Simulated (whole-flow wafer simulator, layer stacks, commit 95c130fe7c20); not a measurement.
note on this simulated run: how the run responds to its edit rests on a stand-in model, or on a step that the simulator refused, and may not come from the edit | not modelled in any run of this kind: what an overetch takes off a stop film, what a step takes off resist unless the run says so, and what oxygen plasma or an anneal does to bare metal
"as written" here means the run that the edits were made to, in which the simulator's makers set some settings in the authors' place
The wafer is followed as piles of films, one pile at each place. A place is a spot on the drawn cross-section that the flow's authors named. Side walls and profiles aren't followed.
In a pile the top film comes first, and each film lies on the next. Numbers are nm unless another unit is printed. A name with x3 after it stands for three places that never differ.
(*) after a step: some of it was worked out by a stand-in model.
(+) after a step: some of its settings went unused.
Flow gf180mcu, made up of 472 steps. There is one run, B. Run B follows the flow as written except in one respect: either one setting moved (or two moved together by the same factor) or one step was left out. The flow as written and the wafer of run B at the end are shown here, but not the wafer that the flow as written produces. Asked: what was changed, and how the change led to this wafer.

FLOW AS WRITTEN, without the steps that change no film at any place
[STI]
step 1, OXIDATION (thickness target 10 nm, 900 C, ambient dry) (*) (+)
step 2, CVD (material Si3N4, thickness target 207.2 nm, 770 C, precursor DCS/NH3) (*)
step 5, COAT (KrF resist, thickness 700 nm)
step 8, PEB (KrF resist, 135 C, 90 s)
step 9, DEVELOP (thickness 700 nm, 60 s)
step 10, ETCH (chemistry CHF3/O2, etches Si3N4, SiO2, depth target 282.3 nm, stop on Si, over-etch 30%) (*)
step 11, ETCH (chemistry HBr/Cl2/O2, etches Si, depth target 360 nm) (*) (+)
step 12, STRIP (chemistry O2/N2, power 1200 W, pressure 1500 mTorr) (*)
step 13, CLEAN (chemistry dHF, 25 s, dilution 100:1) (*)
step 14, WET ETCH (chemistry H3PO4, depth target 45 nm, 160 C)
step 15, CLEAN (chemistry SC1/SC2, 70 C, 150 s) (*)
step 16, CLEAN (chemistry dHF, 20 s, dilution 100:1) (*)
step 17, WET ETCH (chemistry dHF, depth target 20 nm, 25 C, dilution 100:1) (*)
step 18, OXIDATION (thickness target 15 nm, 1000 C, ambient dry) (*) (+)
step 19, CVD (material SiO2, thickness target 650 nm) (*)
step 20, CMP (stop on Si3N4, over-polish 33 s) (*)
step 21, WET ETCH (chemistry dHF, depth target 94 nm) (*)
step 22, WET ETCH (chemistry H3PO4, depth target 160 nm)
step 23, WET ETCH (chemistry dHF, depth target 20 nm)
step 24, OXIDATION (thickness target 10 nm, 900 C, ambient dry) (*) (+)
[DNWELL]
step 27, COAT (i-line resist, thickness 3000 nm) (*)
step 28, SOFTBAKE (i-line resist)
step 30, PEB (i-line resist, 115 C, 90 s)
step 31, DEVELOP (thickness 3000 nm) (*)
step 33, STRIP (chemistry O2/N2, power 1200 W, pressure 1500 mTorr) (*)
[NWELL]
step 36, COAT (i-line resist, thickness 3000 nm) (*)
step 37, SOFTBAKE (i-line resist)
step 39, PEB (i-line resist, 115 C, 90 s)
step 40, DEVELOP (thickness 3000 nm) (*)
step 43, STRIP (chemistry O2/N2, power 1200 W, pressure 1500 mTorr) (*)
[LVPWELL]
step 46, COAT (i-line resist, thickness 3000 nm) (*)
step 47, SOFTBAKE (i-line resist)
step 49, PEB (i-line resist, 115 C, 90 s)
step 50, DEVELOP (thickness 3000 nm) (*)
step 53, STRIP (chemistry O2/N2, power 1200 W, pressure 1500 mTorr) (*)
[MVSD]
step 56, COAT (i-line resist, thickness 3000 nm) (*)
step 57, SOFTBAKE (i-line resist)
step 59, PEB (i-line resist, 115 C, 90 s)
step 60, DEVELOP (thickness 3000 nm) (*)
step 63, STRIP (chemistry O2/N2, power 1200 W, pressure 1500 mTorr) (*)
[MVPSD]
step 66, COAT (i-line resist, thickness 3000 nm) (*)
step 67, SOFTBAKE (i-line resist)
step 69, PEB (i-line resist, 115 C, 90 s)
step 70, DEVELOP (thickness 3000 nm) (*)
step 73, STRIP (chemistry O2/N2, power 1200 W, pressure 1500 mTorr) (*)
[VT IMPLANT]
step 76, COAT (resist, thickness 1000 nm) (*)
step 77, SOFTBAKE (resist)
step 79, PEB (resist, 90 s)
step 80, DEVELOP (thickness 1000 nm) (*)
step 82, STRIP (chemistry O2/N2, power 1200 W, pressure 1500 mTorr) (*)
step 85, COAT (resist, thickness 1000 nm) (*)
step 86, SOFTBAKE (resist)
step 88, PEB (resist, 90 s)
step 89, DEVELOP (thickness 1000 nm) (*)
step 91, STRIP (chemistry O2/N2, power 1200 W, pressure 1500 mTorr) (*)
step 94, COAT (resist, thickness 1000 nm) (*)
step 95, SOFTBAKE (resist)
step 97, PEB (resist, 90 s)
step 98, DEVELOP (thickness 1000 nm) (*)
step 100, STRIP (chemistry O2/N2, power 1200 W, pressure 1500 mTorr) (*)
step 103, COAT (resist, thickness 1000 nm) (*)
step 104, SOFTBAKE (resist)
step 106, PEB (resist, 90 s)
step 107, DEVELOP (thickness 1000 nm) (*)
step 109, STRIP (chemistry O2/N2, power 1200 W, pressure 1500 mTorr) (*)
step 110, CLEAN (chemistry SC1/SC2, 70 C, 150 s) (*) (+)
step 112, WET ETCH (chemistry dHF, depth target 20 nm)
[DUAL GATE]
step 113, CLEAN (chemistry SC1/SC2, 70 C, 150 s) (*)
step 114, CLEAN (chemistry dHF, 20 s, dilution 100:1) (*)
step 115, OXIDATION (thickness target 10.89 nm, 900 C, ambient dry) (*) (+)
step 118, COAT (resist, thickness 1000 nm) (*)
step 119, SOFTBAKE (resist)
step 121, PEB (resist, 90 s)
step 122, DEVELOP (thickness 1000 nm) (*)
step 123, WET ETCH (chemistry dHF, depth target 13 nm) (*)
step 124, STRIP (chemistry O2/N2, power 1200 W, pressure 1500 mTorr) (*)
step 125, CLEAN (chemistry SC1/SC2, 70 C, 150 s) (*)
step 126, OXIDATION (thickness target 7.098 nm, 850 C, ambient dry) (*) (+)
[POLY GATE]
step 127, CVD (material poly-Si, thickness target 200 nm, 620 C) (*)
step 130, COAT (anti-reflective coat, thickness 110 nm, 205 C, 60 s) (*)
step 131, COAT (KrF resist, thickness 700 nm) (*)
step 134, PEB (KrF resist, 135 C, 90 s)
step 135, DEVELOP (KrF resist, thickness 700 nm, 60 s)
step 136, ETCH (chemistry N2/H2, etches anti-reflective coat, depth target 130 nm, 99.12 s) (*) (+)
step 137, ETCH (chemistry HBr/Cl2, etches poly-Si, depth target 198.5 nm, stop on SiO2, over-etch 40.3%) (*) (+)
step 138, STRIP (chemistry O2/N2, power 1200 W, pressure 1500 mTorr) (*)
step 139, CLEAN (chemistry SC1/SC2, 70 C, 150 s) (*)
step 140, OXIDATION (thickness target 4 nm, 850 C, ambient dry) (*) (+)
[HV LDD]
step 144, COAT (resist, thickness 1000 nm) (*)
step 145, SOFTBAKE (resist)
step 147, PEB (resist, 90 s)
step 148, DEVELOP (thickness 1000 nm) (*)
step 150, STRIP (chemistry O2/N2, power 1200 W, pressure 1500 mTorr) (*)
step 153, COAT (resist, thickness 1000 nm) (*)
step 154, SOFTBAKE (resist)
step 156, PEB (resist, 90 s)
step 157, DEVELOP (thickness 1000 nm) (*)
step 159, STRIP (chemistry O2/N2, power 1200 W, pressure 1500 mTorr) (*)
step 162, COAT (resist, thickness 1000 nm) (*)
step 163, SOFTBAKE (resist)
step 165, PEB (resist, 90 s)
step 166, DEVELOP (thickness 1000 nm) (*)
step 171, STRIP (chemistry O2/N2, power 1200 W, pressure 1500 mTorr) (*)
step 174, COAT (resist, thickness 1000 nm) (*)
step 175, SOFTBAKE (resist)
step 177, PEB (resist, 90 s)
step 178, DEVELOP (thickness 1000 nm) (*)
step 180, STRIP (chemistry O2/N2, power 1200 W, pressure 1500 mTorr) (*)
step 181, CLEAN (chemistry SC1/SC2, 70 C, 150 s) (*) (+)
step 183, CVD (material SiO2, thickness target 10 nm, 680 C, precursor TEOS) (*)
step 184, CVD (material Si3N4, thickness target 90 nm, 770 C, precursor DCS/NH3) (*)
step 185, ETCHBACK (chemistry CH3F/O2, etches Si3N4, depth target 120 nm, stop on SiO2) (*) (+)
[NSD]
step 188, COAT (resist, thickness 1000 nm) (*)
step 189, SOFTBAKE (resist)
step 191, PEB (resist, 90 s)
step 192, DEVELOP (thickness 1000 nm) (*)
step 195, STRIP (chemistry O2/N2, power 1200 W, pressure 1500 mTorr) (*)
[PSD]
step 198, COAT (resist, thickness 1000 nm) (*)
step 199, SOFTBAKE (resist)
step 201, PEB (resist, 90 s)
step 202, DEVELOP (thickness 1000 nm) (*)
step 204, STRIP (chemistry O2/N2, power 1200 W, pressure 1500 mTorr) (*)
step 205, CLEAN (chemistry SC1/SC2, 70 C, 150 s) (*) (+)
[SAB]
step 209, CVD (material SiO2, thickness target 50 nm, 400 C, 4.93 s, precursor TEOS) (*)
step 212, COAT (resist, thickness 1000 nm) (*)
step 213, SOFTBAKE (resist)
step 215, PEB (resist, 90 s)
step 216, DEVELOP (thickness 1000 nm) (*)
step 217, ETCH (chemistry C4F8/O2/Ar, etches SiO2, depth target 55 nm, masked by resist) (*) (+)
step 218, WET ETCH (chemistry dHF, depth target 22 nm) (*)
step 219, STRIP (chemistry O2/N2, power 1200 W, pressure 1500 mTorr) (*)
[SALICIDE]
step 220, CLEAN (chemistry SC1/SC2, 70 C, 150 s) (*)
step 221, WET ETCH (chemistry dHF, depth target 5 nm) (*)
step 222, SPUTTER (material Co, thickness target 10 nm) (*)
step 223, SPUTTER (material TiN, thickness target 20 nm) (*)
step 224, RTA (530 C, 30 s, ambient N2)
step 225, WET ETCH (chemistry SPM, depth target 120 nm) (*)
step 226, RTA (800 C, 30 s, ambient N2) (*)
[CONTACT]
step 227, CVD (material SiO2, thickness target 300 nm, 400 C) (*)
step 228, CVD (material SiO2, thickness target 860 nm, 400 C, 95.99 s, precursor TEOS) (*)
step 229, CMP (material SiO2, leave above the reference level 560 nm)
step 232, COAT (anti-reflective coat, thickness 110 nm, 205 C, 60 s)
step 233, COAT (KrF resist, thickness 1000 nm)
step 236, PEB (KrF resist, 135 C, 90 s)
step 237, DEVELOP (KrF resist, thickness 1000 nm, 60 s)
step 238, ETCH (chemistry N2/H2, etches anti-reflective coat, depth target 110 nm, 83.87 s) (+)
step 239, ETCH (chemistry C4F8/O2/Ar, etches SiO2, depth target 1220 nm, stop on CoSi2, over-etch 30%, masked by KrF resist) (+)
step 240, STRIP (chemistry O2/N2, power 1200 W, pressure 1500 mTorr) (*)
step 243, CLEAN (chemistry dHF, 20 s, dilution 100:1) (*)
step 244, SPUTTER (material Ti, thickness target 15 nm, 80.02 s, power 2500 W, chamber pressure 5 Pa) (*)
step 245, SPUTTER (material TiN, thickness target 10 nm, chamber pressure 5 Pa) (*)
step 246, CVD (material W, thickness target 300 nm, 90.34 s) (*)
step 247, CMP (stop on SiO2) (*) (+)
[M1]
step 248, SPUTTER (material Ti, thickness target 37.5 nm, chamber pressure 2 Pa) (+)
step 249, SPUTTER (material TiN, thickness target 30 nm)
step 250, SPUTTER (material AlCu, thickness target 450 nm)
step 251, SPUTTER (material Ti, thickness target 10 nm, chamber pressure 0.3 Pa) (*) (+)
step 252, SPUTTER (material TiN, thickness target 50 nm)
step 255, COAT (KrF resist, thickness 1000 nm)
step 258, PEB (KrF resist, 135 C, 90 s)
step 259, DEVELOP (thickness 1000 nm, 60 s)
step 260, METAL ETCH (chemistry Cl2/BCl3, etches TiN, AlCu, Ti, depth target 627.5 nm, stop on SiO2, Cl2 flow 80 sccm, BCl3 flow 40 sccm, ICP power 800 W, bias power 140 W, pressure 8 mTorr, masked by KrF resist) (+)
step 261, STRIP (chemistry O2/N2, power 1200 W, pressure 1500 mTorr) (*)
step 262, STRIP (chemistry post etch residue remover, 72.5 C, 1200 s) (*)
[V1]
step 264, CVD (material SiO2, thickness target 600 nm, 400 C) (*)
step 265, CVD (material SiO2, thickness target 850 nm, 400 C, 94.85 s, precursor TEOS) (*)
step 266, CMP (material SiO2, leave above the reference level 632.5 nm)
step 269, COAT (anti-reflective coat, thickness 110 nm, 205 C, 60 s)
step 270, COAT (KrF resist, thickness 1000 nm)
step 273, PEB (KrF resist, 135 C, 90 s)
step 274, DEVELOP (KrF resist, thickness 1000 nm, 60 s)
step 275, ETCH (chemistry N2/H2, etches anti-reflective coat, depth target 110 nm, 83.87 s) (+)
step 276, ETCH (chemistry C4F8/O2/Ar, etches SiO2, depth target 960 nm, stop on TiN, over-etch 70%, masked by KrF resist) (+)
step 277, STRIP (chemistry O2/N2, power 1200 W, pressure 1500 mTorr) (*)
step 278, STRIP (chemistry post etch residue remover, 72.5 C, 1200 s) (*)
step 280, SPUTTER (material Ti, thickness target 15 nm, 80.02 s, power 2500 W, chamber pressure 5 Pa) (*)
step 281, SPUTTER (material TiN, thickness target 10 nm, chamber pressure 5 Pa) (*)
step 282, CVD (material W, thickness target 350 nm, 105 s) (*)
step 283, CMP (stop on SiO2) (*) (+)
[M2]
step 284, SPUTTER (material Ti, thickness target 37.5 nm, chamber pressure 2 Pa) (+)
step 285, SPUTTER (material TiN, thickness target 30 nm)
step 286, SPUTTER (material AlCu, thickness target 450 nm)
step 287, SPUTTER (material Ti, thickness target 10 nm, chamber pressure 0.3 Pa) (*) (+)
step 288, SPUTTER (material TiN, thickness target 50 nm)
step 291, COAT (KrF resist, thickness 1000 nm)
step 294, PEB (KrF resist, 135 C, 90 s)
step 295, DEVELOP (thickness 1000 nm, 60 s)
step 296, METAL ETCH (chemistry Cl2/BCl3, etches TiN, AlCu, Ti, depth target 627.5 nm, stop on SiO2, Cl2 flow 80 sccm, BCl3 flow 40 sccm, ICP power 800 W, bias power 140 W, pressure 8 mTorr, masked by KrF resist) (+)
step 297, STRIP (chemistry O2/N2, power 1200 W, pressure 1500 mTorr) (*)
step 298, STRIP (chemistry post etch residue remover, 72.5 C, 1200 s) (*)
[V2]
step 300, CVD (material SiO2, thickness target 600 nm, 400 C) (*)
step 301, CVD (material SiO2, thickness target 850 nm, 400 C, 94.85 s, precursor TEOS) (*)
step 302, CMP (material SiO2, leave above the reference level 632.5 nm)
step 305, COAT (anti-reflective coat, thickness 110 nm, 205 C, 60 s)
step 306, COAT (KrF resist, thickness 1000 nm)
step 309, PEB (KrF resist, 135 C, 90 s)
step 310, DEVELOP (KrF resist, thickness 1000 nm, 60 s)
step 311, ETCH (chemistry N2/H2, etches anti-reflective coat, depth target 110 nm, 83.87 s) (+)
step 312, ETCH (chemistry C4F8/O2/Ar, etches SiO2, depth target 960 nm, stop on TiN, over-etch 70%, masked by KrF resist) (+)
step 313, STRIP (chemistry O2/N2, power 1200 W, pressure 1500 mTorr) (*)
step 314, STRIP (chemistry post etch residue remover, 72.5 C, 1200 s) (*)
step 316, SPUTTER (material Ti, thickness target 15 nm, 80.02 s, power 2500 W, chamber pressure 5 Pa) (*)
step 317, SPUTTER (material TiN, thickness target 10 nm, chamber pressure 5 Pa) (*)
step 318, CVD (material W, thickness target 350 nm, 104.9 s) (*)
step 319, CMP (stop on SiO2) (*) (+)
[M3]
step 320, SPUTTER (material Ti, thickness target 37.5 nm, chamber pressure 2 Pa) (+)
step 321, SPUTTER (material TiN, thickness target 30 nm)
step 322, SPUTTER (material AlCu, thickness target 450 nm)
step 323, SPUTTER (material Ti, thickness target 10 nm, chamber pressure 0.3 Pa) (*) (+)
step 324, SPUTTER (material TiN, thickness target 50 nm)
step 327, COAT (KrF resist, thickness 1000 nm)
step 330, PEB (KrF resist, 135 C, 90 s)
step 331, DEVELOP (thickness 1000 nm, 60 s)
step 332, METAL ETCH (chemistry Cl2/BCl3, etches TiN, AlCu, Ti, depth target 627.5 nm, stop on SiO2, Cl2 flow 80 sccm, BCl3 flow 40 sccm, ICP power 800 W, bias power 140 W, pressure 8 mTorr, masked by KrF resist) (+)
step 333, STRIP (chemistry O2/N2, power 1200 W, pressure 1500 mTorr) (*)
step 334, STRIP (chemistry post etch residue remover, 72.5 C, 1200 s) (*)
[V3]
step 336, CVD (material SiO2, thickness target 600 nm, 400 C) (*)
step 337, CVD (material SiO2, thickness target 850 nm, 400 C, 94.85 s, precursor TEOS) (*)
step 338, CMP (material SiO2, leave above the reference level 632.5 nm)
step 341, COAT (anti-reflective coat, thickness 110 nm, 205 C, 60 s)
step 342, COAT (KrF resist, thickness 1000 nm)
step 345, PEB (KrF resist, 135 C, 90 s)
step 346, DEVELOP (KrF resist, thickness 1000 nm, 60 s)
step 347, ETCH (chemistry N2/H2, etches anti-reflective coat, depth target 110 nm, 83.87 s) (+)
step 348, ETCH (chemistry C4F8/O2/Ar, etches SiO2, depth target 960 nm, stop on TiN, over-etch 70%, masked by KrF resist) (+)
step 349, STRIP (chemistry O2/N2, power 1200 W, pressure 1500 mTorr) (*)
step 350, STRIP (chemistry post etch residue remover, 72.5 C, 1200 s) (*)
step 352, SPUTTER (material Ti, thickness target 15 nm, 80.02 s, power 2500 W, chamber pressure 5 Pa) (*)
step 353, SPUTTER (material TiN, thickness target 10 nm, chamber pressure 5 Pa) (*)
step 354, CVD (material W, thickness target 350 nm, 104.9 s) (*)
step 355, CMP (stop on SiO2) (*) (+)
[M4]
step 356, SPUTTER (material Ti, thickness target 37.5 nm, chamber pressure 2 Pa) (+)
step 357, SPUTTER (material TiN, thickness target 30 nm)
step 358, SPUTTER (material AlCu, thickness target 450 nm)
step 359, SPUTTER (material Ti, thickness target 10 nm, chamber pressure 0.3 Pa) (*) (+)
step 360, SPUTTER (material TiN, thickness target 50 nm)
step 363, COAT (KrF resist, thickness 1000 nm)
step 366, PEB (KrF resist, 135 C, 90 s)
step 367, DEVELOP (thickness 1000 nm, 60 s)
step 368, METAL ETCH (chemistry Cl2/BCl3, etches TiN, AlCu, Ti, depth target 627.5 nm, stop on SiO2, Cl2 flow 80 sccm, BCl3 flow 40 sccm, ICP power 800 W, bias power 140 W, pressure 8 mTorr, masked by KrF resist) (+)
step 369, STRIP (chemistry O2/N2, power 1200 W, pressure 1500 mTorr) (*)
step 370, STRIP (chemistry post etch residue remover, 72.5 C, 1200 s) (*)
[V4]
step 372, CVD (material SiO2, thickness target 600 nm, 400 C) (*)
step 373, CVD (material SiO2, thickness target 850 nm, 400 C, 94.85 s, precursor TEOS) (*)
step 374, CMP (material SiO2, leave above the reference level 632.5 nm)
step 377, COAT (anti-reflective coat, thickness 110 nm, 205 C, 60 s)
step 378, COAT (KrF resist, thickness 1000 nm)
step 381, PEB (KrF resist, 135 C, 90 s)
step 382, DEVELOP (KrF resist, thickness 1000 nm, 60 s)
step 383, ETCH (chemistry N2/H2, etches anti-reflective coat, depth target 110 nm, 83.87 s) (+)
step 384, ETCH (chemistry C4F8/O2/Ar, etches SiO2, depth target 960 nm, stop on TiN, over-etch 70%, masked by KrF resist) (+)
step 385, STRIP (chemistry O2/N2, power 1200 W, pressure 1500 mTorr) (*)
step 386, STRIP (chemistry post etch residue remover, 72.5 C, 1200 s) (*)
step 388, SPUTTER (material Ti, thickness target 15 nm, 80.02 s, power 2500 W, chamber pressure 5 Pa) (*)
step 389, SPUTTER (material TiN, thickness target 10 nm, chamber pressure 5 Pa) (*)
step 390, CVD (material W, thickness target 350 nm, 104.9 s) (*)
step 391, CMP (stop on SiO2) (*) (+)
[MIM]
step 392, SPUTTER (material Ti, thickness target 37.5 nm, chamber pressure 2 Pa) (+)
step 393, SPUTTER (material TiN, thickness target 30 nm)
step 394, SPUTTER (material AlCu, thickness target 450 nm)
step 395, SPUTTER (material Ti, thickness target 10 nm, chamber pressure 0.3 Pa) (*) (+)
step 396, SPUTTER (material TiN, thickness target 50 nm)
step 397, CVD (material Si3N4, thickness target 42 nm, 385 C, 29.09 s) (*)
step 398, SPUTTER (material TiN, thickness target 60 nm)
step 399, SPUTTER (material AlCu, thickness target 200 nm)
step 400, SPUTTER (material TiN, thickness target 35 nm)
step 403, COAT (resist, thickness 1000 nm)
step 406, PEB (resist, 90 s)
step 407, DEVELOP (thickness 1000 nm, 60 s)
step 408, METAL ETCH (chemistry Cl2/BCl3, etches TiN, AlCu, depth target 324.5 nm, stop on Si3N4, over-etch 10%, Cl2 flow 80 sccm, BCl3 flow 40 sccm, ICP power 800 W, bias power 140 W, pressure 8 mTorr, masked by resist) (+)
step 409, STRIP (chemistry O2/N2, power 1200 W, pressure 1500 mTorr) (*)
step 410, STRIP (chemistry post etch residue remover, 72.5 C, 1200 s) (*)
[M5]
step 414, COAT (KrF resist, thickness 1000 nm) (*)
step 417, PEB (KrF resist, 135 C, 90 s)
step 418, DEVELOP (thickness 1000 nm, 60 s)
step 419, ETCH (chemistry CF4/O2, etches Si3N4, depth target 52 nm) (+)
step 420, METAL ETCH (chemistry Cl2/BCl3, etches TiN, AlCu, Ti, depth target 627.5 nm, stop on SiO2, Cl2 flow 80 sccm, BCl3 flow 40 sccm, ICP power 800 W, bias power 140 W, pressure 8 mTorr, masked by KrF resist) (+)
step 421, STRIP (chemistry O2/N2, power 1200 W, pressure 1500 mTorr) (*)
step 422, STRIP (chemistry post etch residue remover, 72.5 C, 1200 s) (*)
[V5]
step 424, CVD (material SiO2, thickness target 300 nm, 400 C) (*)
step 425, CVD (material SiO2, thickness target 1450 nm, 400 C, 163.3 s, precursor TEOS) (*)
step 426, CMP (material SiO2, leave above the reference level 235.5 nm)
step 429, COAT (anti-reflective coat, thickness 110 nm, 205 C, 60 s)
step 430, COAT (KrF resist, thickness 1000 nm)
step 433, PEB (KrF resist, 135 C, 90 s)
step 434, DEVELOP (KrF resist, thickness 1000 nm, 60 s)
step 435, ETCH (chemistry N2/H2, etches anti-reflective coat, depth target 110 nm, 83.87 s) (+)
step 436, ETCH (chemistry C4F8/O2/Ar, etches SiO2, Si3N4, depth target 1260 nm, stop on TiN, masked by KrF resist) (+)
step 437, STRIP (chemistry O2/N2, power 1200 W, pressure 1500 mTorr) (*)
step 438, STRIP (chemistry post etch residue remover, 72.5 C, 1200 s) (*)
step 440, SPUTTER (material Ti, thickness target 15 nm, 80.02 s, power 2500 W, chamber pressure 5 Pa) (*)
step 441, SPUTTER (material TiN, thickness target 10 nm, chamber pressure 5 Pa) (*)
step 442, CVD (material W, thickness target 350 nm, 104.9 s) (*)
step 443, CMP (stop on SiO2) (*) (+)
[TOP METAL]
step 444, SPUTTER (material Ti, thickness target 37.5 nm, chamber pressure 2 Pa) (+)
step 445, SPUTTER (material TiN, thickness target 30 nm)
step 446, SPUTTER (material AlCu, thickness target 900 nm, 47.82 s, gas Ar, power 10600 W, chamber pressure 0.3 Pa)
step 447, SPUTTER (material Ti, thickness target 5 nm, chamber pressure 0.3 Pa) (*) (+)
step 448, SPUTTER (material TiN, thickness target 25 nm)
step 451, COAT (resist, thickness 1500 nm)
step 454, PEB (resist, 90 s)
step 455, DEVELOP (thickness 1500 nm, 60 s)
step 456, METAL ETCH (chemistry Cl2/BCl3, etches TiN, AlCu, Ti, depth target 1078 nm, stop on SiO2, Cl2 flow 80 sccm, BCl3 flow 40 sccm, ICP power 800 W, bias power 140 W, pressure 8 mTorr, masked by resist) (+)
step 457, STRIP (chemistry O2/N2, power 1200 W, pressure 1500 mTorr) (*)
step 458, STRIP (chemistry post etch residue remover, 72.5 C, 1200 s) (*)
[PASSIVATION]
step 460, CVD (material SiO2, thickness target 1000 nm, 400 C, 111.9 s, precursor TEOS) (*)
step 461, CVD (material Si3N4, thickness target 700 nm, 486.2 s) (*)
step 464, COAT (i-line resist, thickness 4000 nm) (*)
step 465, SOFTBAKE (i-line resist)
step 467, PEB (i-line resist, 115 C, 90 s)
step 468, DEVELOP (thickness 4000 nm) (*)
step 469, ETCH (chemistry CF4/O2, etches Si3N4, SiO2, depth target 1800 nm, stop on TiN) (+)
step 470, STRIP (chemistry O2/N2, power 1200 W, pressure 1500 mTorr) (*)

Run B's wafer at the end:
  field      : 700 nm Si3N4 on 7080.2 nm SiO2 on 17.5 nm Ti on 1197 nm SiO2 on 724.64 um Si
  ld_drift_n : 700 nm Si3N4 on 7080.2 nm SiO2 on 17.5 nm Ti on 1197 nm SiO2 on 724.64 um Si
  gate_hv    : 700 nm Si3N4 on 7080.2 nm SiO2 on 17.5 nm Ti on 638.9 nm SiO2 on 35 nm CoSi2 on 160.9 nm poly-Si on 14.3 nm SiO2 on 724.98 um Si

What caused this: step 250, SPUTTER: thickness target 517.5 nm was run, though the flow has thickness target 450 nm.

Step by step, how the change led to this:
  step 250, SPUTTER (material AlCu, thickness target 450 nm)
      field, field__w1, field__w2 and 108 more: AlCu gains 517.5 (new film) (as written it would have been: AlCu gains 450 (new film))
  step 260, METAL ETCH (chemistry Cl2/BCl3, etches TiN, AlCu, Ti, depth target 627.5 nm, stop on SiO2, Cl2 flow 80 sccm, BCl3 flow 40 sccm, ICP power 800 W, bias power 140 W, pressure 8 mTorr, masked by KrF resist) (+)
      field, field__w1, field__w2 and 99 more: TiN loses 50 (all of it), Ti loses 10 (all of it), AlCu loses 517.5 (all of it), TiN loses 30 (all of it), Ti loses 20 (as written it would have been: TiN loses 50 (all of it), Ti loses 10 (all of it), AlCu loses 450 (all of it), TiN loses 30 (all of it), Ti loses 37.5 (all of it))
  step 264, CVD (material SiO2, thickness target 600 nm, 400 C) (*)
      field, field__w1, field__w2 and 99 more: SiO2 gains 600 (new film) (as written it would have been: SiO2 gains 600)
  step 266, CMP (material SiO2, leave above the reference level 632.5 nm)
      field, field__w1, field__w2 and 99 more: SiO2 loses 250 (as written it would have been: SiO2 loses 300)
With metal films that touch counted as one body, field has 1 body; the flow as written gives 0 bodies.
With metal films that touch counted as one body, ld_drift_n has 1 body; the flow as written gives 0 bodies.
With metal films that touch counted as one body, gate_hv has 2 bodies (between them, from the top down: SiO2 638.9); the flow as written gives 1 body.
